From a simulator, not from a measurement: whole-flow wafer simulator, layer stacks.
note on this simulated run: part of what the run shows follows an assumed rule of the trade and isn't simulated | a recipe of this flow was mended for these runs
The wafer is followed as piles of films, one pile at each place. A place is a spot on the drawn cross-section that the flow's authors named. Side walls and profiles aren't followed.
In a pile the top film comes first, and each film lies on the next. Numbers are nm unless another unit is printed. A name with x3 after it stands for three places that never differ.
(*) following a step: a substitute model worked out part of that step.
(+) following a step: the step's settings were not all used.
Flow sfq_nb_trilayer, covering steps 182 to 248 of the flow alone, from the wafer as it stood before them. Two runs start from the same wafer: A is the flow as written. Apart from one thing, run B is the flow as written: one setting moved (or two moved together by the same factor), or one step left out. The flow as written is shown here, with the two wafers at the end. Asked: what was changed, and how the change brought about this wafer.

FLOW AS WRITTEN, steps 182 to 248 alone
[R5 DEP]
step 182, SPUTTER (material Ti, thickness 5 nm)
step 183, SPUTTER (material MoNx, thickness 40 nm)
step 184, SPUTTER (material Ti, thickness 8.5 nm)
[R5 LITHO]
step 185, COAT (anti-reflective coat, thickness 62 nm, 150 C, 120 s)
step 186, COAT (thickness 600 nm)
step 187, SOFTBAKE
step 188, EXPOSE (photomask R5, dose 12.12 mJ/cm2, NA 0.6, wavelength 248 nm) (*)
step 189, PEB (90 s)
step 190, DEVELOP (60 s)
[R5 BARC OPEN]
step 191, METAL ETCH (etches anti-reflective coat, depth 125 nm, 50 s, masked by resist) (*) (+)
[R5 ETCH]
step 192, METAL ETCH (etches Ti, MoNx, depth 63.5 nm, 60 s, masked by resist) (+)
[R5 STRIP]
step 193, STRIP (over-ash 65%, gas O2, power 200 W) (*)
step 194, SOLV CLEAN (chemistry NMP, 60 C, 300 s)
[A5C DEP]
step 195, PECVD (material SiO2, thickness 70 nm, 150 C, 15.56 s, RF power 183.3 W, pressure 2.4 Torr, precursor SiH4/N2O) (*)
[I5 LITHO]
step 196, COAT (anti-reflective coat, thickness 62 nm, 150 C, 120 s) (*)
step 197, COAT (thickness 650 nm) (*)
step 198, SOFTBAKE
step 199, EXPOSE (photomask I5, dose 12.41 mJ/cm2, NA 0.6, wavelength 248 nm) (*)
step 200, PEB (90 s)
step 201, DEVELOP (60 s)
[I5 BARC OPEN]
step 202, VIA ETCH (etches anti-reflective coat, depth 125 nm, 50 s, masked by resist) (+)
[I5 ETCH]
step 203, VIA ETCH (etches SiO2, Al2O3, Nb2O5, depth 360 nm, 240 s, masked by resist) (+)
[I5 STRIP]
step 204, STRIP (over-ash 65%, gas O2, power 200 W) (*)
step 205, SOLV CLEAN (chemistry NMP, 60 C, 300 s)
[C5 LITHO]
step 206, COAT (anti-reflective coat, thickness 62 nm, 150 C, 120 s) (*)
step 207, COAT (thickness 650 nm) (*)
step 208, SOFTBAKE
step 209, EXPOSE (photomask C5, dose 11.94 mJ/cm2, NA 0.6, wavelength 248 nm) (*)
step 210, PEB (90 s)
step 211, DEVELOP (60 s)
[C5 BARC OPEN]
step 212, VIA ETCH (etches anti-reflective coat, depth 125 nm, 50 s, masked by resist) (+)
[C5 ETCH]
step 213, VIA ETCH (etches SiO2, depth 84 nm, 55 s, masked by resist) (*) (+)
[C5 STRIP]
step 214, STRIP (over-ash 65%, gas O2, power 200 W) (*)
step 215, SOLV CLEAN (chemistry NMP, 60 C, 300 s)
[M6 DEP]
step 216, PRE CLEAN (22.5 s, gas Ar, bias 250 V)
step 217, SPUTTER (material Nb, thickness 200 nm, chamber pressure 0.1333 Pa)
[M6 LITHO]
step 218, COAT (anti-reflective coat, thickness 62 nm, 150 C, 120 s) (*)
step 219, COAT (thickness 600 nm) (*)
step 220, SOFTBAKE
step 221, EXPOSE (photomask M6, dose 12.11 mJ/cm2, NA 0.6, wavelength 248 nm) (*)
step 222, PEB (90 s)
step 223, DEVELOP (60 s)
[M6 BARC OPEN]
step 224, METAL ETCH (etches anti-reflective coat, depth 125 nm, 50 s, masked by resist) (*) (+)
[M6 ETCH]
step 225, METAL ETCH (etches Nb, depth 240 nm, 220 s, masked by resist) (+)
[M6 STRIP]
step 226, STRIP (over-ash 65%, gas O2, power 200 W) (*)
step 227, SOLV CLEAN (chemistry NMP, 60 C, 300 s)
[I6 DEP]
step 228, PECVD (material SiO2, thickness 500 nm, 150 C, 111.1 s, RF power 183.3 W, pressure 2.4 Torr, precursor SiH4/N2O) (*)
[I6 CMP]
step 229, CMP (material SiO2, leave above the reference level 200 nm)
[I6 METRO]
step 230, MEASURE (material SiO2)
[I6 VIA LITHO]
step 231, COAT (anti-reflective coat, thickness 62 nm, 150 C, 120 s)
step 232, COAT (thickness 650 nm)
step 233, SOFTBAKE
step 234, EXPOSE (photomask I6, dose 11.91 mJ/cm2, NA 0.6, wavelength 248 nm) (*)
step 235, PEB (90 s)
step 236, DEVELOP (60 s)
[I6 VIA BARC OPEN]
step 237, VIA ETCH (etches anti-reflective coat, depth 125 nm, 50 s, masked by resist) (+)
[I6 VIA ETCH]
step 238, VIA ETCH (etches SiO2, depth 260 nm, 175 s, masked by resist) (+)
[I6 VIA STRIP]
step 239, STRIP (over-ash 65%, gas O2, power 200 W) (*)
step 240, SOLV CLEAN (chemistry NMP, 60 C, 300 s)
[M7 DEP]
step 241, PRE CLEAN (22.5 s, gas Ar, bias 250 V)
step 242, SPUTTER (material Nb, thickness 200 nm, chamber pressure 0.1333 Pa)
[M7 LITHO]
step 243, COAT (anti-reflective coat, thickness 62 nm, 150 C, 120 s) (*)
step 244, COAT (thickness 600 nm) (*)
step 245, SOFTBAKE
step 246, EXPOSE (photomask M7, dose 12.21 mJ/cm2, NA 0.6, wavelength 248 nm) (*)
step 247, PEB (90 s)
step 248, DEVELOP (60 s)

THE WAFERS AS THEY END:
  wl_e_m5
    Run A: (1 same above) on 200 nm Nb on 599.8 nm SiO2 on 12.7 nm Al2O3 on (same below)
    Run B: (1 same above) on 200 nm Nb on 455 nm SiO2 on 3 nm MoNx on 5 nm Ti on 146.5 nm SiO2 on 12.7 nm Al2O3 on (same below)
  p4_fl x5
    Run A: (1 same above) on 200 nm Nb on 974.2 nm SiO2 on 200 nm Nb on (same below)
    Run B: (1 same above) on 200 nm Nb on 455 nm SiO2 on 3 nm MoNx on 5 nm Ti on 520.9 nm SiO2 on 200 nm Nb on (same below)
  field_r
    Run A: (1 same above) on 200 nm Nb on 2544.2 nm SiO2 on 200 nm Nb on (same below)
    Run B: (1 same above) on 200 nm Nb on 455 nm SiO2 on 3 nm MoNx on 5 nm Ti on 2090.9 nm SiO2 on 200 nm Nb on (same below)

Cause: step 183, SPUTTER: thickness 58 nm was run, whereas the flow has thickness 40 nm.

The path from the change to this, step by step:
  step 183, SPUTTER (material MoNx, thickness 40 nm)
      field_l, v_sur, via_wl and 103 more: A MoNx gains 40 (new film) | B MoNx gains 58 (new film)
  step 192, METAL ETCH (etches Ti, MoNx, depth 63.5 nm, 60 s, masked by resist) (+)
      field_l, v_sur, via_wl and 92 more: A Ti loses 8.5 (all of it), MoNx loses 40 (all of it), Ti loses 5 (all of it), SiO2 loses 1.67 | B Ti loses 8.5 (all of it), MoNx loses 55
      ce_l, c5j, ce_r, wl_jj: A Ti loses 8.5 (all of it), MoNx loses 40 (all of it), Ti loses 5 (all of it), Nb loses 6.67 | B Ti loses 8.5 (all of it), MoNx loses 55
  step 195, PECVD (material SiO2, thickness 70 nm, 150 C, 15.56 s, RF power 183.3 W, pressure 2.4 Torr, precursor SiH4/N2O) (*)
      field_l, v_sur, via_wl and 92 more: A SiO2 gains 70 | B SiO2 gains 70 (new film)
  step 196, COAT (anti-reflective coat, thickness 62 nm, 150 C, 120 s) (*)
      r5r_line_l, r5r_line_c, r5r_line_r: A anti-reflective coat gains 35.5 (new film) | B anti-reflective coat gains 31.9 (new film)
      wl_j_sl, wl_j_sr: A anti-reflective coat gains 60.5 (new film) | B anti-reflective coat gains 62 (new film)
      (and at 9 other places as well)
  step 203, VIA ETCH (etches SiO2, Al2O3, Nb2O5, depth 360 nm, 240 s, masked by resist) (+)
      be: A SiO2 loses 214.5 (all of it), Al2O3 loses 12.7 (all of it), Nb2O5 loses 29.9 (all of it), Nb loses 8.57 | B SiO2 loses 69.7 (all of it), MoNx loses 3 (all of it)
  step 204, STRIP (over-ash 65%, gas O2, power 200 W) (*)
      r5r_line_l, r5r_line_c, r5r_line_r: A KrF-resist-other-grade loses 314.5 (all of it), anti-reflective coat loses 35.5 (all of it) | B KrF-resist-other-grade loses 314.3 (all of it), anti-reflective coat loses 31.9 (all of it)
      wl_j_sl, wl_j_sr: A KrF-resist-other-grade loses 316.4 (all of it), anti-reflective coat loses 60.5 (all of it) | B KrF-resist-other-grade loses 315.7 (all of it), anti-reflective coat loses 62 (all of it)
      (and at 9 other places as well)
  step 206, COAT (anti-reflective coat, thickness 62 nm, 150 C, 120 s) (*)
      r5r_line_l, r5r_line_c, r5r_line_r: A anti-reflective coat gains 35.5 (new film) | B anti-reflective coat gains 31.9 (new film)
      wl_j_sl, wl_j_sr: A anti-reflective coat gains 60.5 (new film) | B anti-reflective coat gains 62 (new film)
      (and at 17 other places as well)
  step 207, COAT (thickness 650 nm) (*)
      be: A KrF-resist-other-grade gains 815 (new film) | B KrF-resist-other-grade gains 672.5 (new film)
      gap: A KrF-resist-other-grade gains 641 (new film) | B KrF-resist-other-grade gains 654.3 (new film)
  step 212, VIA ETCH (etches anti-reflective coat, depth 125 nm, 50 s, masked by resist) (+)
      c5j: A anti-reflective coat loses 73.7 (all of it), SiO2 loses 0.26 | B anti-reflective coat loses 68.5 (all of it), SiO2 loses 0.28
  step 213, VIA ETCH (etches SiO2, depth 84 nm, 55 s, masked by resist) (*) (+)
      c5j: A SiO2 loses 69.7 (all of it), Nb loses 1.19 | B SiO2 loses 69.7 (all of it), MoNx loses 3 (all of it)
  step 214, STRIP (over-ash 65%, gas O2, power 200 W) (*)
      r5r_line_l, r5r_line_c, r5r_line_r: A KrF-resist-other-grade loses 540 (all of it), anti-reflective coat loses 35.5 (all of it) | B KrF-resist-other-grade loses 539.8 (all of it), anti-reflective coat loses 31.9 (all of it)
      wl_j_sl, wl_j_sr: A KrF-resist-other-grade loses 541.9 (all of it), anti-reflective coat loses 60.5 (all of it) | B KrF-resist-other-grade loses 541.2 (all of it), anti-reflective coat loses 62 (all of it)
      (and at 16 other places as well)
  step 216, PRE CLEAN (22.5 s, gas Ar, bias 250 V)
      be, c5j: A Nb loses 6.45 | B Ti loses 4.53
  step 217, SPUTTER (material Nb, thickness 200 nm, chamber pressure 0.1333 Pa)
      be: A Nb gains 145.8 | B Nb gains 192.3 (new film)
      c5j: A Nb gains 188.4 | B Nb gains 188.5 (new film)
  step 218, COAT (anti-reflective coat, thickness 62 nm, 150 C, 120 s) (*)
      r5r_line_l, r5r_line_c, r5r_line_r: A anti-reflective coat gains 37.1 (new film) | B anti-reflective coat gains 33.9 (new film)
      wl_j_sl, wl_j_sr: A anti-reflective coat gains 60.5 (new film) | B anti-reflective coat gains 62 (new film)
      (and at 19 other places as well)
  step 219, COAT (thickness 600 nm) (*)
      via_v: A KrF-resist-other-grade gains 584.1 (new film) | B KrF-resist-other-grade gains 598.1 (new film)
      be: A KrF-resist-other-grade gains 795.2 (new film) | B KrF-resist-other-grade gains 620 (new film)
      (and at 1 other place as well)
  step 223, DEVELOP (60 s)
      gap: A KrF-resist-other-grade loses 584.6 (all of it) | B KrF-resist-other-grade loses 600.5 (all of it)
  ... 3 further steps ...
  step 229, CMP (material SiO2, leave above the reference level 200 nm)
      r5r_line_l, r5r_spacepad_l, r5r_spacepad_r, r5r_line_c, r5r_line_r: A SiO2 loses 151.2 | B SiO2 loses 159.5
      be_r, r_sur, r_end: A SiO2 loses 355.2 | B SiO2 loses 363.5
      (and at 3 other places as well)
With metal films that touch counted as one body, wl_e_m5 has 8 bodies (between them, from the top down: SiO2 455; SiO2 146.5 / Al2O3 12.7 / Nb2O5 29.9; SiO2 192.5; SiO2 192.5; SiO2 192.5; SiO2 192.5; SiO2 192.5); the flow as written gives 7 bodies (between them, from the top down: SiO2 599.8 / Al2O3 12.7 / Nb2O5 29.9; SiO2 192.5; SiO2 192.5; SiO2 192.5; SiO2 192.5; SiO2 192.5).
With metal films that touch counted as one body, p4_fl x5 has 4 bodies (between them, from the top down: SiO2 455; SiO2 520.9; SiO2 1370); the flow as written gives 3 bodies (between them, from the top down: SiO2 974.2; SiO2 1370).
With metal films that touch counted as one body, field_r has 3 bodies (between them, from the top down: SiO2 455; SiO2 2090.9); the flow as written gives 2 bodies (between them, from the top down: SiO2 2544.2).
